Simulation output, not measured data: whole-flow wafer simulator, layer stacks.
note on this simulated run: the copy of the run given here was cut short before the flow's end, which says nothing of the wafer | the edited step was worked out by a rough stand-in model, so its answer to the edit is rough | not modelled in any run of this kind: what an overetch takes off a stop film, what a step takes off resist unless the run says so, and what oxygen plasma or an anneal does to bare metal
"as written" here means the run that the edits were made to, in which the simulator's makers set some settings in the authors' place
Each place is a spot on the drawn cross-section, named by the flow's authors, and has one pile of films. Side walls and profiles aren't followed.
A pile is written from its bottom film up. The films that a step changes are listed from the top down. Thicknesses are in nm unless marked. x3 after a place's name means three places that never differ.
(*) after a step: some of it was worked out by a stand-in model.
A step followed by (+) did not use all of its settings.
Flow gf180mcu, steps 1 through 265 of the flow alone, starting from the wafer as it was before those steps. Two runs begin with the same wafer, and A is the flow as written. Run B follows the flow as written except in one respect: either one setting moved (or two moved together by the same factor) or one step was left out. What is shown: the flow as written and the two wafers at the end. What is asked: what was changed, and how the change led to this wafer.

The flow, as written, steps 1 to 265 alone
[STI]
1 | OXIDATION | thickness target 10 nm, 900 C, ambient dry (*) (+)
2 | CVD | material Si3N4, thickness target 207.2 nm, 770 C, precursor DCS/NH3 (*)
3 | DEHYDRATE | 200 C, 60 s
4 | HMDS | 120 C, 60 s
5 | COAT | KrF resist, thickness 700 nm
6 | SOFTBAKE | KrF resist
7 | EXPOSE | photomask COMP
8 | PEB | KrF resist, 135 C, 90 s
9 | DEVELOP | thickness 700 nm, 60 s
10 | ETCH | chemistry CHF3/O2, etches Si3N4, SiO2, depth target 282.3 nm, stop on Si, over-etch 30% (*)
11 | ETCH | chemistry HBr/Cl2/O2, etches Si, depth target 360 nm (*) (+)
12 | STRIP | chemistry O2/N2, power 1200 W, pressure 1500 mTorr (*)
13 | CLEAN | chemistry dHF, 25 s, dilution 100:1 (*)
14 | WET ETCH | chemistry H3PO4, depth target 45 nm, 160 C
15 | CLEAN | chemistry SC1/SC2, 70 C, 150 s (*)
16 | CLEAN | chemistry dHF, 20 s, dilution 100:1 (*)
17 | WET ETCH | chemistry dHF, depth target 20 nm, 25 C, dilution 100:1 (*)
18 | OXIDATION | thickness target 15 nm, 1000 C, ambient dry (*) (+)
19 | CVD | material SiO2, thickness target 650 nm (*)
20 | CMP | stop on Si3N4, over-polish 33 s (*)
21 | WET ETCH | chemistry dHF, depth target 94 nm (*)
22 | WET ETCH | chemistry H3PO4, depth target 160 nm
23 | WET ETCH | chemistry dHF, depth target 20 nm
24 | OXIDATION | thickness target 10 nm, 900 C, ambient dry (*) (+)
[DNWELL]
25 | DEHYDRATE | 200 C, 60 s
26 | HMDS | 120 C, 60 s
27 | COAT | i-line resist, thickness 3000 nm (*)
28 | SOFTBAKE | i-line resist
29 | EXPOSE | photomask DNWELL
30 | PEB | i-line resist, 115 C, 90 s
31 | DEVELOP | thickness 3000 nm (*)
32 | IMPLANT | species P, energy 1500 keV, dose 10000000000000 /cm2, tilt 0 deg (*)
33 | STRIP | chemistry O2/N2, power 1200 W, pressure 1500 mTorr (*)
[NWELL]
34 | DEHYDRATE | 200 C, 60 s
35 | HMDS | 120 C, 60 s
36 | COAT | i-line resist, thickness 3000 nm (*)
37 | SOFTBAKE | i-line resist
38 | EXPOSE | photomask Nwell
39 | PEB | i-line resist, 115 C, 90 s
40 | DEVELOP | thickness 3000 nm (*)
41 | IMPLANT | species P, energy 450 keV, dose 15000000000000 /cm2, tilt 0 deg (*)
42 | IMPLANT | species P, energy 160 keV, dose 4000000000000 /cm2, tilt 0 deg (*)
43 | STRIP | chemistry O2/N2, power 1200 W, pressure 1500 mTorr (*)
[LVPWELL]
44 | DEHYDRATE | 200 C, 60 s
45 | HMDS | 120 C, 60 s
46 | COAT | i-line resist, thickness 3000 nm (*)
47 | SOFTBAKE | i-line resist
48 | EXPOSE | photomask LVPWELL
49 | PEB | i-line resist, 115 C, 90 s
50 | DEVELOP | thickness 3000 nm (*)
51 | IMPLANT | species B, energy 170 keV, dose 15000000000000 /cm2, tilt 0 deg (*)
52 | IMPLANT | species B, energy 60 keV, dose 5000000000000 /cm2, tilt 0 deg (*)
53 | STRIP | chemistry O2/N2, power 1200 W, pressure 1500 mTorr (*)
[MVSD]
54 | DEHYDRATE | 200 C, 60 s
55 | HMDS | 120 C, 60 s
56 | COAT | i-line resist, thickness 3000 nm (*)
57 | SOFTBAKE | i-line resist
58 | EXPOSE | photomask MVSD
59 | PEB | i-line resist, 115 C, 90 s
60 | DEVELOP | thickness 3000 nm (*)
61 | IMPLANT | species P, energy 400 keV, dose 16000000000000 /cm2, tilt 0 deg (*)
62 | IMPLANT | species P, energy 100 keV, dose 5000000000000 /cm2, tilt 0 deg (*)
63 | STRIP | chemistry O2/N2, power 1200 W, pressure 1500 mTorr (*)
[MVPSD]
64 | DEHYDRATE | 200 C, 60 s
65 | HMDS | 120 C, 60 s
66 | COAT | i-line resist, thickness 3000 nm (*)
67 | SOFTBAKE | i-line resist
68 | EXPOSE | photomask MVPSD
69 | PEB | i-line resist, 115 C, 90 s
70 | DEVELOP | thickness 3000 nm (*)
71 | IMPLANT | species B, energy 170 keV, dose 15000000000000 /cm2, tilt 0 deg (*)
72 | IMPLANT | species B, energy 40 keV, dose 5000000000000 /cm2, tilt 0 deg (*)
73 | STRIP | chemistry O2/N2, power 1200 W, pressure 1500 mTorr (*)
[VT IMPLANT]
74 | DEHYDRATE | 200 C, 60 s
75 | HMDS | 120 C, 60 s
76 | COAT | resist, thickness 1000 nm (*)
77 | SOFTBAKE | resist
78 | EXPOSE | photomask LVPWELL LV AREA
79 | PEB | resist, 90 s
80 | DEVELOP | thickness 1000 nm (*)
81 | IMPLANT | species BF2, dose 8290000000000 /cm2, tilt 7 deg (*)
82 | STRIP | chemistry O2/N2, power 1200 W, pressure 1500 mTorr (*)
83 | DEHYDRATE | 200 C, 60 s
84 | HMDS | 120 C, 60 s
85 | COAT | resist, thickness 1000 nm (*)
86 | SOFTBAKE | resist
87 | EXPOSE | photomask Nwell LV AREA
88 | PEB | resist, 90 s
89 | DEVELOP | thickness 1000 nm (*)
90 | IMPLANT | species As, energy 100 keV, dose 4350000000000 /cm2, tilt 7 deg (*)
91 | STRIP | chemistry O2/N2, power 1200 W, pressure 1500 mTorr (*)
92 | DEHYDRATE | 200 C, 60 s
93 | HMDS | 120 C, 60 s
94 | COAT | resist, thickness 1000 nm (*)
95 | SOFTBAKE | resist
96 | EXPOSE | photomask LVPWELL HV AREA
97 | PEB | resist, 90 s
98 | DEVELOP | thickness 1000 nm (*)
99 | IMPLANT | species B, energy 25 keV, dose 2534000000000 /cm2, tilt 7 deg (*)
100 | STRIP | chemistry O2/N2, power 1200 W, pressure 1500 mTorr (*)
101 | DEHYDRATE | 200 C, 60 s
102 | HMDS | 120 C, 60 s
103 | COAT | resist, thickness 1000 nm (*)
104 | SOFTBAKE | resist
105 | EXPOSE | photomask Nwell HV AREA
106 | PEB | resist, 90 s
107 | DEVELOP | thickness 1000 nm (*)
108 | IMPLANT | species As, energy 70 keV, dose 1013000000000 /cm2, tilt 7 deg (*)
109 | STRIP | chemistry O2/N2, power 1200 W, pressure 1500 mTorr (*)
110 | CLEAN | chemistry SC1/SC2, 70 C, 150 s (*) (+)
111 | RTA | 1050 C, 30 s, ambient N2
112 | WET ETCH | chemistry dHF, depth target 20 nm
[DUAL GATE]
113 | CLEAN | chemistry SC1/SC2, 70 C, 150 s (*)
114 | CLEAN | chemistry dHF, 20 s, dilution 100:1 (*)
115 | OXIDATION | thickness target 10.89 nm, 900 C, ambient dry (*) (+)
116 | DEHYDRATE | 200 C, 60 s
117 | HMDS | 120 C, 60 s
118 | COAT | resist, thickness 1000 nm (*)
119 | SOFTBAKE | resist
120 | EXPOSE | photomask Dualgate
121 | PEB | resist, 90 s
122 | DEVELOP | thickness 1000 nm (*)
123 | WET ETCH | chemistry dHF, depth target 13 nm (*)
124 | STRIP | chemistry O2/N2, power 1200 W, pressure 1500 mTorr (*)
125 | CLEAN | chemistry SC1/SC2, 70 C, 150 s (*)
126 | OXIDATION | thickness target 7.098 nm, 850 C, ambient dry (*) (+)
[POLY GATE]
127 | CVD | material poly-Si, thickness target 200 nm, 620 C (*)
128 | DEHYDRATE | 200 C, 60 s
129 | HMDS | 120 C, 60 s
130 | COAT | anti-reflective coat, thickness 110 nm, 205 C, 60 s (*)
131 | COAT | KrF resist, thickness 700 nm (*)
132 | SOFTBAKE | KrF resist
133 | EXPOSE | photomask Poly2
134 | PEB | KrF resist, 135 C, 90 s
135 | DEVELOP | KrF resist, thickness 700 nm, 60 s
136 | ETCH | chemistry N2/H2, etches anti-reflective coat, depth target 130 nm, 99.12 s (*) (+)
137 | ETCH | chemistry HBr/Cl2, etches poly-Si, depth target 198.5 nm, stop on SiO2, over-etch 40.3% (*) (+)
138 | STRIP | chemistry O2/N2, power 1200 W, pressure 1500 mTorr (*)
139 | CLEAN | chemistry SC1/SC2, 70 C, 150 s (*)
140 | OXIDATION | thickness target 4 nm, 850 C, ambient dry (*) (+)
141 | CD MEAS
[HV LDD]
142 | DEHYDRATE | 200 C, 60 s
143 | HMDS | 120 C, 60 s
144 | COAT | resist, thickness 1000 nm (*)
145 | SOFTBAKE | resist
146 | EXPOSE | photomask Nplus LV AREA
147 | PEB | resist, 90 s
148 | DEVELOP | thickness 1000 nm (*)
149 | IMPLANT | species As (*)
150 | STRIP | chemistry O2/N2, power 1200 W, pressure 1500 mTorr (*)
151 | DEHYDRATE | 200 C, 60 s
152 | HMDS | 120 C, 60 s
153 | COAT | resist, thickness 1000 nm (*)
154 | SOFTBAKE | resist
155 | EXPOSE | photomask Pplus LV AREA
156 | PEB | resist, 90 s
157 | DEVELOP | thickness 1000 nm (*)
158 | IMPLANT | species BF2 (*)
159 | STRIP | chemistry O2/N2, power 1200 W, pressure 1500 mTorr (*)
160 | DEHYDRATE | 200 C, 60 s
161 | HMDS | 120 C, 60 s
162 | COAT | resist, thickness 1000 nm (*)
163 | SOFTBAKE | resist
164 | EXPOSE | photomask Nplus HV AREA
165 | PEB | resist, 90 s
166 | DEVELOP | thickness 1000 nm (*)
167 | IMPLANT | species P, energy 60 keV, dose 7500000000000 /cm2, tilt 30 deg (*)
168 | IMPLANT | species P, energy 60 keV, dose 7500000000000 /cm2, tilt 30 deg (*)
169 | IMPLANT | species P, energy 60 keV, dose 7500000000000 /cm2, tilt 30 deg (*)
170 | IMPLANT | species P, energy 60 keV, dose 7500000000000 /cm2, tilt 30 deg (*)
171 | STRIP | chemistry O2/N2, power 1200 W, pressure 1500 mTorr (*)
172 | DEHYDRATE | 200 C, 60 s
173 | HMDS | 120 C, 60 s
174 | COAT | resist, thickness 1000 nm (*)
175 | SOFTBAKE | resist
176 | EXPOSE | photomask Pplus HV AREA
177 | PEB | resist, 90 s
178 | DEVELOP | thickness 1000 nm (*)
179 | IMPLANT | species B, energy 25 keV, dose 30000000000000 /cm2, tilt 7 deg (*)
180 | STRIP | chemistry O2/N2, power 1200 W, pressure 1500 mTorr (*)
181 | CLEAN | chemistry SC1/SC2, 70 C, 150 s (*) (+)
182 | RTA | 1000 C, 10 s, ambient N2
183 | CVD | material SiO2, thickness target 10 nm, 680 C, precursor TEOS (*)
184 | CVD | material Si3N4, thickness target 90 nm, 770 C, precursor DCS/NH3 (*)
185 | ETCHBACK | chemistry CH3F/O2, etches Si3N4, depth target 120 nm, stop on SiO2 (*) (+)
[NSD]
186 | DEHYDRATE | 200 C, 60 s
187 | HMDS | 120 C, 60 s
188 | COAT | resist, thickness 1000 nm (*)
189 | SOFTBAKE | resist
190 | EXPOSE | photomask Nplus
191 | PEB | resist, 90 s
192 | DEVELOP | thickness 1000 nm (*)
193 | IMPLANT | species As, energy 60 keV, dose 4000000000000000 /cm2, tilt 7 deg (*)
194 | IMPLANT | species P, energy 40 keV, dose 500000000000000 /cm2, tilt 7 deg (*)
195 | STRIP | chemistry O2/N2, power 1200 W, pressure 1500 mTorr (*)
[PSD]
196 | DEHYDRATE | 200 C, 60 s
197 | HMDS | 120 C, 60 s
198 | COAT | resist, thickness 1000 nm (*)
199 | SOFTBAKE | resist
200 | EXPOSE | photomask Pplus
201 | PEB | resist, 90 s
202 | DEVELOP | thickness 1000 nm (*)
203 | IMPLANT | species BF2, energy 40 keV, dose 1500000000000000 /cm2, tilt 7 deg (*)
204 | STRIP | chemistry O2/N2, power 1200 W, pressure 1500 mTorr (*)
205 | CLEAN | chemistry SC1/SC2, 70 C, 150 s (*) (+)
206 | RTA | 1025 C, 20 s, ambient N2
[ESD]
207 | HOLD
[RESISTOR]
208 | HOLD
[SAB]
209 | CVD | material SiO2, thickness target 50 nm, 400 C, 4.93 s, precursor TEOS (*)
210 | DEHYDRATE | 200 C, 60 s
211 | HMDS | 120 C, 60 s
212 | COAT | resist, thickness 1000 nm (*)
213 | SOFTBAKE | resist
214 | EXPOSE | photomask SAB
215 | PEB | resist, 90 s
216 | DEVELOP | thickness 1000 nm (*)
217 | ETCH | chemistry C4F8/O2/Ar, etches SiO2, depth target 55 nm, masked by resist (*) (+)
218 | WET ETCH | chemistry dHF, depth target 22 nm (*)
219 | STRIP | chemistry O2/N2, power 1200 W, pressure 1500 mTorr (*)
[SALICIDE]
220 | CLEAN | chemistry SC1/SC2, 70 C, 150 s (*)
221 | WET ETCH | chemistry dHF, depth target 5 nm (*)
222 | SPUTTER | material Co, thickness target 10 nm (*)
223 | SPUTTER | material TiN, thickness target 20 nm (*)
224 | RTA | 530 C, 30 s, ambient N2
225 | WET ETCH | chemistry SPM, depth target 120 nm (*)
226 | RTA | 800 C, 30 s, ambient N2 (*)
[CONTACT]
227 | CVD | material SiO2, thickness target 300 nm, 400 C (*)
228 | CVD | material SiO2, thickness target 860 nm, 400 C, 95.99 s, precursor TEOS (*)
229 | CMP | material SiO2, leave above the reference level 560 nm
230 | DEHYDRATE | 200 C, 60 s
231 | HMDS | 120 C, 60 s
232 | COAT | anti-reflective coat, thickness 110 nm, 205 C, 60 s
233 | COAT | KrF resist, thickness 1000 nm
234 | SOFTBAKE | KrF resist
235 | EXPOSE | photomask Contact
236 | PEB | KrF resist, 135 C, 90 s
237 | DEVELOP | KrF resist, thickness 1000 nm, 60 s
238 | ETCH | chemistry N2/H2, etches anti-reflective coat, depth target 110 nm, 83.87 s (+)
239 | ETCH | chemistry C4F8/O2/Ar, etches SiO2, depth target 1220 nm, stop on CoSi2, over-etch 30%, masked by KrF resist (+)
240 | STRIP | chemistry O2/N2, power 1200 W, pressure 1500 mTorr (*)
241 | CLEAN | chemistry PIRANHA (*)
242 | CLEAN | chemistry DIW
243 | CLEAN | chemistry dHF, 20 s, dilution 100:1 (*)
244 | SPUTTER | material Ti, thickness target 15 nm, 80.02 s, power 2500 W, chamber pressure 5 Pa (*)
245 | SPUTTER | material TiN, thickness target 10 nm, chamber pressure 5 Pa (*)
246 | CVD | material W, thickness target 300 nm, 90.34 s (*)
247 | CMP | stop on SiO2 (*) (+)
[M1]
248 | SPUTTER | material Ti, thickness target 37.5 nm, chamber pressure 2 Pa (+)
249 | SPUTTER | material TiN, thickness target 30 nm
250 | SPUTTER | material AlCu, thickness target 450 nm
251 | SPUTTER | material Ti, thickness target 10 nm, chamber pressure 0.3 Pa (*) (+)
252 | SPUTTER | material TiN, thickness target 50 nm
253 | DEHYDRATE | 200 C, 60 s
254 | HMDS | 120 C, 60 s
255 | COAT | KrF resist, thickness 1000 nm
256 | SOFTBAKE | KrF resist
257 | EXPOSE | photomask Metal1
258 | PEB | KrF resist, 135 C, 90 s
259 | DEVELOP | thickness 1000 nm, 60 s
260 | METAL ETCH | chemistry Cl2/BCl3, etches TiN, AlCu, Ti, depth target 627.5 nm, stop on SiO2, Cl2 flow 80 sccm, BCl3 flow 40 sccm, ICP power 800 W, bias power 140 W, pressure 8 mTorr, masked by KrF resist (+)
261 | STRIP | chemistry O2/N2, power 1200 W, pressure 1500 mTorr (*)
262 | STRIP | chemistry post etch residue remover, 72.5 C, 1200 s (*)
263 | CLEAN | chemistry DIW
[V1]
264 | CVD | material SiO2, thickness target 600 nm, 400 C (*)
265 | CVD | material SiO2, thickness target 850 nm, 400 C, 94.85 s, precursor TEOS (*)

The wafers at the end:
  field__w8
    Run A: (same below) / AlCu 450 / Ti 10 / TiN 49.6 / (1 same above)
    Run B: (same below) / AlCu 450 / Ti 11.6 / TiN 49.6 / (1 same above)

What caused this: step 251, SPUTTER: thickness target 11.6 nm was run, while the flow as written has thickness target 10 nm.
The wafer itself shows it: field__w8 has Ti 11.6, and step 251 as written asks for 10 nm.

The path from the change to this, step by step:
  251 | SPUTTER | material Ti, thickness target 10 nm, chamber pressure 0.3 Pa (*) (+)
      field, field__w1, field__w2 and 108 more: A Ti gains 10 (new film) | B Ti gains 11.6 (new film)
  260 | METAL ETCH | chemistry Cl2/BCl3, etches TiN, AlCu, Ti, depth target 627.5 nm, stop on SiO2, Cl2 flow 80 sccm, BCl3 flow 40 sccm, ICP power 800 W, bias power 140 W, pressure 8 mTorr, masked by KrF resist (+)
      field, field__w1, field__w2 and 99 more: A TiN loses 50 (all of it), Ti loses 10 (all of it), AlCu loses 450 (all of it), TiN loses 30 (all of it), Ti loses 37.5 (all of it) | B TiN loses 50 (all of it), Ti loses 11.6 (all of it), AlCu loses 450 (all of it), TiN loses 30 (all of it), Ti loses 37.5 (all of it)
